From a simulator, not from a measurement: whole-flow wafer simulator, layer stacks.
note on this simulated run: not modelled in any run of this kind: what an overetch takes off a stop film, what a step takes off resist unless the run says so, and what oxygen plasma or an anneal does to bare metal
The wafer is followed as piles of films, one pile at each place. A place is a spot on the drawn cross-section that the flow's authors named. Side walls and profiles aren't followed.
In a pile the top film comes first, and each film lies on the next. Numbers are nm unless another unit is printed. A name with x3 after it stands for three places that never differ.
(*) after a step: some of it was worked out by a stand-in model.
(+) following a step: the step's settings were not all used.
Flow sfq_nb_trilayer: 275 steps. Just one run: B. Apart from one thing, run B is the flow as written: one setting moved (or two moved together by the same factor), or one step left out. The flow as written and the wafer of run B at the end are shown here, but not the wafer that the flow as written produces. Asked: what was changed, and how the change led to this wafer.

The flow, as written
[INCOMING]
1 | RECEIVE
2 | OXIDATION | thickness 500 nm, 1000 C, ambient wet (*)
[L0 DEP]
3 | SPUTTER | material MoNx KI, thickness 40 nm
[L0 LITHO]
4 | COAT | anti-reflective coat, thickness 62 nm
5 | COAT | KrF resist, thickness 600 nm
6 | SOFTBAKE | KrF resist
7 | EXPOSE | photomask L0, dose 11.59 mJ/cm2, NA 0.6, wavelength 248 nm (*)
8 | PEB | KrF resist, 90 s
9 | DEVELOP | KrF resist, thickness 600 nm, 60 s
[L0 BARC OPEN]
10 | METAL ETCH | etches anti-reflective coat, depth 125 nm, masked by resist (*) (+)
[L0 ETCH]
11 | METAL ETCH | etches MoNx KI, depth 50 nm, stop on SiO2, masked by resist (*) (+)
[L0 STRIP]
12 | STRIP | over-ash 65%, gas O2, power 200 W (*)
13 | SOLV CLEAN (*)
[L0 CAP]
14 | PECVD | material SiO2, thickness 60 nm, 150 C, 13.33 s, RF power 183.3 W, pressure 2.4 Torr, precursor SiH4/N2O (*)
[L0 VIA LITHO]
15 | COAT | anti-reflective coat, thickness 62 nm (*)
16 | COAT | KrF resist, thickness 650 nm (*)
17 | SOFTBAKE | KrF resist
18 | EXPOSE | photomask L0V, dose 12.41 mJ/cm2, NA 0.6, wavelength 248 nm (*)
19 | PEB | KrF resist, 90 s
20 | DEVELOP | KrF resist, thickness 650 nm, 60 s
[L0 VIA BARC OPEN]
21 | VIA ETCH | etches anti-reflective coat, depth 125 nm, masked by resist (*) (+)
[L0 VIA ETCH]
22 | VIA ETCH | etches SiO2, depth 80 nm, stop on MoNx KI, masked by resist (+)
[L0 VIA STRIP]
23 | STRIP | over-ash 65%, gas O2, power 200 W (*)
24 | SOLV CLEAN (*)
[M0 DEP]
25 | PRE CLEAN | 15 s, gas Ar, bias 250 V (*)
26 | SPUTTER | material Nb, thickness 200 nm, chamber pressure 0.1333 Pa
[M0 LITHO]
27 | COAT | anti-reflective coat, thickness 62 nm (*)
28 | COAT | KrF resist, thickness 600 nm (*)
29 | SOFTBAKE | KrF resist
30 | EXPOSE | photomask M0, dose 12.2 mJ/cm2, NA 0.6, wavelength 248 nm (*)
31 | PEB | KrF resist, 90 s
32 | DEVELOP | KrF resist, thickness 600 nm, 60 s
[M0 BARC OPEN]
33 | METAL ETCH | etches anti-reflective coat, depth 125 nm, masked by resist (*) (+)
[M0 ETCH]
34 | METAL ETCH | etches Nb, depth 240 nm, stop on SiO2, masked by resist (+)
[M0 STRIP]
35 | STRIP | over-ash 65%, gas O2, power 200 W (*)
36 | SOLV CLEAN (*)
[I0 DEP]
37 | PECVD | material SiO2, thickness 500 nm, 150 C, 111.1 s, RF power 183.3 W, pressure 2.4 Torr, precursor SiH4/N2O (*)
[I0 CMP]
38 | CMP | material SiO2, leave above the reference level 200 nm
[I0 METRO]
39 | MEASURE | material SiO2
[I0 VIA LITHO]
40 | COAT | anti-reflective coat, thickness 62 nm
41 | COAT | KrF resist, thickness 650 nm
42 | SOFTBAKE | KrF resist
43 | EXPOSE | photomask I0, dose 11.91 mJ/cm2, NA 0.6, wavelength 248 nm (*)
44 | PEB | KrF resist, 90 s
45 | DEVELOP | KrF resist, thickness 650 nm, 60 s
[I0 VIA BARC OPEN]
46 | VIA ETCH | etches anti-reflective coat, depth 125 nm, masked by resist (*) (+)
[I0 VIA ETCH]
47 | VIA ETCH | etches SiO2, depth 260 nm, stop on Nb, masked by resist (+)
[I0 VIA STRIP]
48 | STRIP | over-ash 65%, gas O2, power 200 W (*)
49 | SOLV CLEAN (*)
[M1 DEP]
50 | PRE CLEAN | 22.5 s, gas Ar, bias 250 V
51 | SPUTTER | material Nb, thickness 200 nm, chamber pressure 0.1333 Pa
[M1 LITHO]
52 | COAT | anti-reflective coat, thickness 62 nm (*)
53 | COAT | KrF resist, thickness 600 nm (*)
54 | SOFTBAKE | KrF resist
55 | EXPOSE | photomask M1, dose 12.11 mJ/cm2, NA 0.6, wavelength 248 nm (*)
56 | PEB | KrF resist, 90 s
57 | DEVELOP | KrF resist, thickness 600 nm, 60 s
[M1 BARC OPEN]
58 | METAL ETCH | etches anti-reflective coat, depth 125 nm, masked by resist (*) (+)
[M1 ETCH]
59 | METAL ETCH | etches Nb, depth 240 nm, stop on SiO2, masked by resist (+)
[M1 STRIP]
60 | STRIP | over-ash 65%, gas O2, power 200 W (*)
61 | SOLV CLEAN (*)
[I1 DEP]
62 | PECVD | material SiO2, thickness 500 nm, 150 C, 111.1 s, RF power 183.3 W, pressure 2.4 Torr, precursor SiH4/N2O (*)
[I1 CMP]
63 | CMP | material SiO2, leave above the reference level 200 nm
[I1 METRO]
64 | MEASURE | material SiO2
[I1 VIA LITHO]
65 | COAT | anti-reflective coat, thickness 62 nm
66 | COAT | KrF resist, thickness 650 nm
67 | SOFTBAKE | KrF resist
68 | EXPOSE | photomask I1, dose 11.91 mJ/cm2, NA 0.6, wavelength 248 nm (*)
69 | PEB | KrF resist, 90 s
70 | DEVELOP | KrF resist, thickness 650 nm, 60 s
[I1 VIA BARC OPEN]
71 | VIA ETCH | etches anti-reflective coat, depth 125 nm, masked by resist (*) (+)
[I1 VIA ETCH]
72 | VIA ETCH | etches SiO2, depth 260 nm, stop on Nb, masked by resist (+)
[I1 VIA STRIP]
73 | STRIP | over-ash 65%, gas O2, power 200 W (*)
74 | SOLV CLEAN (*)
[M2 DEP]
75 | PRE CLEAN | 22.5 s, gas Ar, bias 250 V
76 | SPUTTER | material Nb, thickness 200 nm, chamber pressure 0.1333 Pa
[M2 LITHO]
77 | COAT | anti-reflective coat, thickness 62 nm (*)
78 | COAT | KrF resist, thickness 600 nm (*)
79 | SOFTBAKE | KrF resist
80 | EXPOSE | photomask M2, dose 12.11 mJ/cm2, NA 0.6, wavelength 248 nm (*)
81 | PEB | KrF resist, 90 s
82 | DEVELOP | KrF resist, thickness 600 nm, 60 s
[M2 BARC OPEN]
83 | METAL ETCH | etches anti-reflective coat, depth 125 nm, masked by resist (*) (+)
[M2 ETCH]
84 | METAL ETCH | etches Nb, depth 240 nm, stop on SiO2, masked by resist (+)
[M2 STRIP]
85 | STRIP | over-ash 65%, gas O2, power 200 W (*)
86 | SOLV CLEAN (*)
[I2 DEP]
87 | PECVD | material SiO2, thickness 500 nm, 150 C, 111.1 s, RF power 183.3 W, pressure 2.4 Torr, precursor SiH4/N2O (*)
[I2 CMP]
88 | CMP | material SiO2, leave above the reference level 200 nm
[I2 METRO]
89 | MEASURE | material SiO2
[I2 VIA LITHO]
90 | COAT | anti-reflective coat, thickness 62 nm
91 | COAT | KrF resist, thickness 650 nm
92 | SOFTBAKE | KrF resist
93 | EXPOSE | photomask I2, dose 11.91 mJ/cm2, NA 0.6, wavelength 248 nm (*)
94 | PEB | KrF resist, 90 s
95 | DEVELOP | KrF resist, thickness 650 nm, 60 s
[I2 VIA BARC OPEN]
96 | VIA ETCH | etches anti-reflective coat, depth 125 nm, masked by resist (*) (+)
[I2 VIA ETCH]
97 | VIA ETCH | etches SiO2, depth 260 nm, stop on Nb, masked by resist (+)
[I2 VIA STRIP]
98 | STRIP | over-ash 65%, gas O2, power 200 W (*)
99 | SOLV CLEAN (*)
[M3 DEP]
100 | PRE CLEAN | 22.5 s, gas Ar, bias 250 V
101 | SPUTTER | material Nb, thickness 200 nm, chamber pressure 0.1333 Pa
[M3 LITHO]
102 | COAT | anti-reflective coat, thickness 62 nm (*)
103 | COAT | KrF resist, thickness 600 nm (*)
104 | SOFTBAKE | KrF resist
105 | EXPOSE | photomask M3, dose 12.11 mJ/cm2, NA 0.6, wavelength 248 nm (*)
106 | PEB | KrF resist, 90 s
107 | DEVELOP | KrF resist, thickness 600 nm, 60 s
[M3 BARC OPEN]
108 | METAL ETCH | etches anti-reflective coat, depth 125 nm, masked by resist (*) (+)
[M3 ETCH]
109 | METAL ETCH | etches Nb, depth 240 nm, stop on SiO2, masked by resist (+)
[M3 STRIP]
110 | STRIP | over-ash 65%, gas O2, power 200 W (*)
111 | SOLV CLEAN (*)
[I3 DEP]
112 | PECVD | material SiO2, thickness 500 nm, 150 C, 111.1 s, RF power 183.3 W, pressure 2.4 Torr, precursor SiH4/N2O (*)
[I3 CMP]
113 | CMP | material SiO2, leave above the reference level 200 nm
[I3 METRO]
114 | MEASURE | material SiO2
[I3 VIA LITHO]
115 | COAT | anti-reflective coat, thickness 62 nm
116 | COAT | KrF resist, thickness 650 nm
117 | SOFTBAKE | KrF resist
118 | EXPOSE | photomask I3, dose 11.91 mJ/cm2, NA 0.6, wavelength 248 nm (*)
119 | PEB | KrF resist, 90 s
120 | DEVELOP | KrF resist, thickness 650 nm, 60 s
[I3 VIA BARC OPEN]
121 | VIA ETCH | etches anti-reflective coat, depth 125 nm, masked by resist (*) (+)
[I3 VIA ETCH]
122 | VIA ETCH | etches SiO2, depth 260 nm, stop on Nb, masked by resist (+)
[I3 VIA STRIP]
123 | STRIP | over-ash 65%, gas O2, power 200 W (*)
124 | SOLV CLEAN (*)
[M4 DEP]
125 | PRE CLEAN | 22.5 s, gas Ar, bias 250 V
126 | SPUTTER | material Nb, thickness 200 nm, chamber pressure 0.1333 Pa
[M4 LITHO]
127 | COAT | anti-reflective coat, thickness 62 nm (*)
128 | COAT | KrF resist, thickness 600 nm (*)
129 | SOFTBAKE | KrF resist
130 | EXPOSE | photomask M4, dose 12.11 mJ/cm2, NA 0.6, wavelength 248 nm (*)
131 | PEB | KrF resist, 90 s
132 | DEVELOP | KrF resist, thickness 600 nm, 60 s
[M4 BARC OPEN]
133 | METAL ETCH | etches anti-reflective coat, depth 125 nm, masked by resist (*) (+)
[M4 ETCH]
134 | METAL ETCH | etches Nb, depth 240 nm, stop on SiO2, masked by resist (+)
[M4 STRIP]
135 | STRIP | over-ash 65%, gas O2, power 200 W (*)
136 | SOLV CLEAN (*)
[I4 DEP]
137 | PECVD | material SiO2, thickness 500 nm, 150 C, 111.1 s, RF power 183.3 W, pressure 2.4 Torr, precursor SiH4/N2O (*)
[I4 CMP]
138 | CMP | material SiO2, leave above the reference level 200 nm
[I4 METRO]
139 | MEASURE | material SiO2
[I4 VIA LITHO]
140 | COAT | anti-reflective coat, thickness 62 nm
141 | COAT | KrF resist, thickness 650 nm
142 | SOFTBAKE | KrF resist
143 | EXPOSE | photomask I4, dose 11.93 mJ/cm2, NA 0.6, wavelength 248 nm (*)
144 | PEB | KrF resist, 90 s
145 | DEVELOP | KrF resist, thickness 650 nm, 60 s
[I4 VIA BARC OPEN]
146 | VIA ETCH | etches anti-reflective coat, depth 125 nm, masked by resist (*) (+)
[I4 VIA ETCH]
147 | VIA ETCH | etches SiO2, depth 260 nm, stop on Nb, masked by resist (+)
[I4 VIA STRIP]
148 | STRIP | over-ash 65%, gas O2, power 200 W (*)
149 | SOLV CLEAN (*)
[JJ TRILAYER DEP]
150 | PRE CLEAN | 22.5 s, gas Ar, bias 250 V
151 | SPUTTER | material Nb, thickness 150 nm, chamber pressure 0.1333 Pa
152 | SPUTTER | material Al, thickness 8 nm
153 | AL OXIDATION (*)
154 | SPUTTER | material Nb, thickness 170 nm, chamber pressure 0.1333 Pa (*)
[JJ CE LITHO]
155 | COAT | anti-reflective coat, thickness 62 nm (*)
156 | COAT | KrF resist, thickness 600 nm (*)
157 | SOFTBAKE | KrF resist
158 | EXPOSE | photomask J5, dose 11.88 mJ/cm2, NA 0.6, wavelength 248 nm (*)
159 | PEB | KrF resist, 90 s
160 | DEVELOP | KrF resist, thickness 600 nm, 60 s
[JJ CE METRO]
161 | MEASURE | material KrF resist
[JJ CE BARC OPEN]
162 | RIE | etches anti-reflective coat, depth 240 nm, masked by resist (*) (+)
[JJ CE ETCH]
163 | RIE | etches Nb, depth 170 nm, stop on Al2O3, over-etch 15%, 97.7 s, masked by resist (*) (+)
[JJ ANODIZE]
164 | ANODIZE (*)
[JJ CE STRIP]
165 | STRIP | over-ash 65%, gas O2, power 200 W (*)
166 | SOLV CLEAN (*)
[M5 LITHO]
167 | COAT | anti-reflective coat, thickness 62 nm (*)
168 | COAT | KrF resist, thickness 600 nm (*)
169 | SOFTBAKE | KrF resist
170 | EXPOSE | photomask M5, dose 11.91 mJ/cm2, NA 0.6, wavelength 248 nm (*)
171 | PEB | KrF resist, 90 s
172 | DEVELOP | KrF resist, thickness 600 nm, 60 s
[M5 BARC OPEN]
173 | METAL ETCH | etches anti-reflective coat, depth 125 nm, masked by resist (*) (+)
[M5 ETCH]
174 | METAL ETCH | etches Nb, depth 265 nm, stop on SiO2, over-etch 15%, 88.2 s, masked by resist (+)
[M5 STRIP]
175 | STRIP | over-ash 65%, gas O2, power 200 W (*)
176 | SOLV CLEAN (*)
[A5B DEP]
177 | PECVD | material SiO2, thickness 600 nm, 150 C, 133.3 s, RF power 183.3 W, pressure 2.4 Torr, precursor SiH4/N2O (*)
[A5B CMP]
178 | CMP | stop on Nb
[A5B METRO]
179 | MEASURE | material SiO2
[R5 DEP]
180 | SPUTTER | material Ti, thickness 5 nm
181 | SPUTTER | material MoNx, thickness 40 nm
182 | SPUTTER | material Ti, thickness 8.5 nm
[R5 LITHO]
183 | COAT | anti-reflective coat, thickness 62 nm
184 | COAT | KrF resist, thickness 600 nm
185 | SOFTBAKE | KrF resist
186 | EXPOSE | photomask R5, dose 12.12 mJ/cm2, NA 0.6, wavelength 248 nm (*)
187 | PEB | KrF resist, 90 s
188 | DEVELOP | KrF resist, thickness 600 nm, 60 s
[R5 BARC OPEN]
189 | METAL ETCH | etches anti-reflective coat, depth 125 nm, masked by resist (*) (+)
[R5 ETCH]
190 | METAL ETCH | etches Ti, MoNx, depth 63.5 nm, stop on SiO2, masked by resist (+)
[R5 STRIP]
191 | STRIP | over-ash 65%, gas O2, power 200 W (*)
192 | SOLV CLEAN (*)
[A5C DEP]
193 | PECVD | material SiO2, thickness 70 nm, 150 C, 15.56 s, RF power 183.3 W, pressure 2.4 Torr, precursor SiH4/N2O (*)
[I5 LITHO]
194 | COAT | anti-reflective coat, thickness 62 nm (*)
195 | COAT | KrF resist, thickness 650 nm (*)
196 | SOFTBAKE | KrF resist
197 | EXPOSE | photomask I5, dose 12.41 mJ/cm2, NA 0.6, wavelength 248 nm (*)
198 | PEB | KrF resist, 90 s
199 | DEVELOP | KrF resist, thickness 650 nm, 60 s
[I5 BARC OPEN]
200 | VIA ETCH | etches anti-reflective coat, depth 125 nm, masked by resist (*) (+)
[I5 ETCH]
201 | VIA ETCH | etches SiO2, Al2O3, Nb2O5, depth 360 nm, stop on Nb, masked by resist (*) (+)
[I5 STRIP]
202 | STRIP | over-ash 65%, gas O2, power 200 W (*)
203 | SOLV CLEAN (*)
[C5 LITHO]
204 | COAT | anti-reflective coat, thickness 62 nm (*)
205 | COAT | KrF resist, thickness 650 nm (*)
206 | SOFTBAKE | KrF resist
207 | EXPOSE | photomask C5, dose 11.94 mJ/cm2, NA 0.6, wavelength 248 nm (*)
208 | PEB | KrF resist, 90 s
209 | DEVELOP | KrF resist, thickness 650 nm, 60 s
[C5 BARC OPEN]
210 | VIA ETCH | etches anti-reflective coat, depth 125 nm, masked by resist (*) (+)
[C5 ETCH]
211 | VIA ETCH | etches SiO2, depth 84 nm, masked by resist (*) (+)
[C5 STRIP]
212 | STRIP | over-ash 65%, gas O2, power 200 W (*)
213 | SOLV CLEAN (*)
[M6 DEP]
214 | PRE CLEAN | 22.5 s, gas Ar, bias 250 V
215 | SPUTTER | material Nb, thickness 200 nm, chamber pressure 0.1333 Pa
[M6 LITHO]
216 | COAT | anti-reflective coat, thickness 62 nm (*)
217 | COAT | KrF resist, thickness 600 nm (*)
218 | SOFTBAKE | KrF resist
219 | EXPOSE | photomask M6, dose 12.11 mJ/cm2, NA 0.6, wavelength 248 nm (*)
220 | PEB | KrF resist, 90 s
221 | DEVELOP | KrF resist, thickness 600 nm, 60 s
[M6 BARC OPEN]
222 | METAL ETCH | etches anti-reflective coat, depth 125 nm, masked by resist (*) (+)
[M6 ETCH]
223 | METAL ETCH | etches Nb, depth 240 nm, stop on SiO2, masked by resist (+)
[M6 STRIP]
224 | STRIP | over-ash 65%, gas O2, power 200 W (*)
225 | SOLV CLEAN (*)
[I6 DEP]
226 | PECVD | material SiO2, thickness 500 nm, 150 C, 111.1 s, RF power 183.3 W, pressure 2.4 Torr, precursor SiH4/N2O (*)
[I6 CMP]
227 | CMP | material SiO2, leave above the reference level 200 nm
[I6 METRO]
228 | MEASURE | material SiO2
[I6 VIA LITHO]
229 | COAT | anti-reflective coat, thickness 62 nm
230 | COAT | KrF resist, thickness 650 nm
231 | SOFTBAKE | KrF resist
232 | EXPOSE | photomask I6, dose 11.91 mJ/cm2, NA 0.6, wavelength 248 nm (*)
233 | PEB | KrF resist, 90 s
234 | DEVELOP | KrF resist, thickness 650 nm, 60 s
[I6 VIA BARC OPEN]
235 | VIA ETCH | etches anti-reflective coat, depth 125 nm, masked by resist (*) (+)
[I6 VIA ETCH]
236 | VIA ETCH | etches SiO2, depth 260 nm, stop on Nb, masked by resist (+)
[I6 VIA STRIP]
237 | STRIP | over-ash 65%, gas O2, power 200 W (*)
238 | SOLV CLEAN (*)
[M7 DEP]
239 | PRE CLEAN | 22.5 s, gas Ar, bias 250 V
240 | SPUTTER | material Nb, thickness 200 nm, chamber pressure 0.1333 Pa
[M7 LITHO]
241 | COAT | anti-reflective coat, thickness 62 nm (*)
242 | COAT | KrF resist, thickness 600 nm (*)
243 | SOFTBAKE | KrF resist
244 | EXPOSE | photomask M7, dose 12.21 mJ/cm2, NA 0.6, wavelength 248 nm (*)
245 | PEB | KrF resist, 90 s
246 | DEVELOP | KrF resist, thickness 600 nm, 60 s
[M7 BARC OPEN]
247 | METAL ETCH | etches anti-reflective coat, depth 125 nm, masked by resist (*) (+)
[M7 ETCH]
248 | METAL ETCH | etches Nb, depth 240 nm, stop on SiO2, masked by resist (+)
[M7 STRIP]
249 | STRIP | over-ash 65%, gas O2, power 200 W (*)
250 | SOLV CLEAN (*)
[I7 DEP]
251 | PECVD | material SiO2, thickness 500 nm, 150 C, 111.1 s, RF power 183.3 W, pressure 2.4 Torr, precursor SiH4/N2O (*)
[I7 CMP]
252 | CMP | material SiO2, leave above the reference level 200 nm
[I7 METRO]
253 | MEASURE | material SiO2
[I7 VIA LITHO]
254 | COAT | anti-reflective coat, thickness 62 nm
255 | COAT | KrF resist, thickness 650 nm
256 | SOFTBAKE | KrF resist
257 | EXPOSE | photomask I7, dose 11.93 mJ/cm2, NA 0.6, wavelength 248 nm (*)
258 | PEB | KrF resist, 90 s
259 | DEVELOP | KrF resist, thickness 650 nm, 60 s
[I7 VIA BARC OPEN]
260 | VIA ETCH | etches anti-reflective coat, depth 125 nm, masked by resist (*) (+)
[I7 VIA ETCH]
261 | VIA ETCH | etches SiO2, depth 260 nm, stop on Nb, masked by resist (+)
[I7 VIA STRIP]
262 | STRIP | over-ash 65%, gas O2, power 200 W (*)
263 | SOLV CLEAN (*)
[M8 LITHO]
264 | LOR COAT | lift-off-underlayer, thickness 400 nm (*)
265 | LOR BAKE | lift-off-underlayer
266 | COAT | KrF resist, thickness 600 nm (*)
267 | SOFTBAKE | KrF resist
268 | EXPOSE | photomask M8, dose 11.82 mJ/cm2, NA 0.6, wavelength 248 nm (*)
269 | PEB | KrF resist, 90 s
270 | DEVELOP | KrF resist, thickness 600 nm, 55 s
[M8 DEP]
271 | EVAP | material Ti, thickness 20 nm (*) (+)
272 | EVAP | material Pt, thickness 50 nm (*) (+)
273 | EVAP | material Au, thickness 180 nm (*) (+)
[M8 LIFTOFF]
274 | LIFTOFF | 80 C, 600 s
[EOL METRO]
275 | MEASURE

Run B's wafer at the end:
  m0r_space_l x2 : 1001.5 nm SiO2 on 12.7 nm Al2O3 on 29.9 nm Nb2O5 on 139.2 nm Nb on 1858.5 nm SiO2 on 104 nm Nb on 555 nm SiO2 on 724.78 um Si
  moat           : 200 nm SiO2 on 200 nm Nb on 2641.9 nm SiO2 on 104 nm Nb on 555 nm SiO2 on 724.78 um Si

The reason: step 34, METAL ETCH: depth 96 nm was run, while the flow as written has depth 240 nm.

Step by step, how the change led to this:
  34 | METAL ETCH | etches Nb, depth 240 nm, stop on SiO2, masked by resist (+)
      moat, m0r_space_l x2: Nb loses 96 (it would be, as written: Nb loses 200 (all of it))
      field_l, v_sur, via_wl and 100 more: KrF resist loses 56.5 (it would be, as written: KrF resist loses 141.2)
  35 | STRIP | over-ash 65%, gas O2, power 200 W (*)
      p4_fl x3, p4_w1 x9, p4_g1 x2 and 57 more: KrF resist loses 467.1 (all of it), anti-reflective coat loses 62 (all of it) (it would be, as written: KrF resist loses 382.4 (all of it), anti-reflective coat loses 62 (all of it))
      ce_r, sp_r, be_r, r_sur: KrF resist loses 473.7 (all of it), anti-reflective coat loses 63.6 (all of it) (it would be, as written: KrF resist loses 389 (all of it), anti-reflective coat loses 63.6 (all of it))
      (also at 28 further places)
  37 | PECVD | material SiO2, thickness 500 nm, 150 C, 111.1 s, RF power 183.3 W, pressure 2.4 Torr, precursor SiH4/N2O (*)
      moat, m0r_space_l x2: SiO2 gains 500 (new film) (it would be, as written: SiO2 gains 557.1)
  38 | CMP | material SiO2, leave above the reference level 200 nm
      moat, m0r_space_l x2: SiO2 loses 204 (it would be, as written: SiO2 loses 157.1)
With metal films that touch counted as one body, m0r_space_l x2 has 2 bodies (between them, from the top down: SiO2 1858.5); the flow as written gives 1 body.
With metal films that touch counted as one body, moat has 2 bodies (between them, from the top down: SiO2 2641.9); the flow as written gives 1 body.
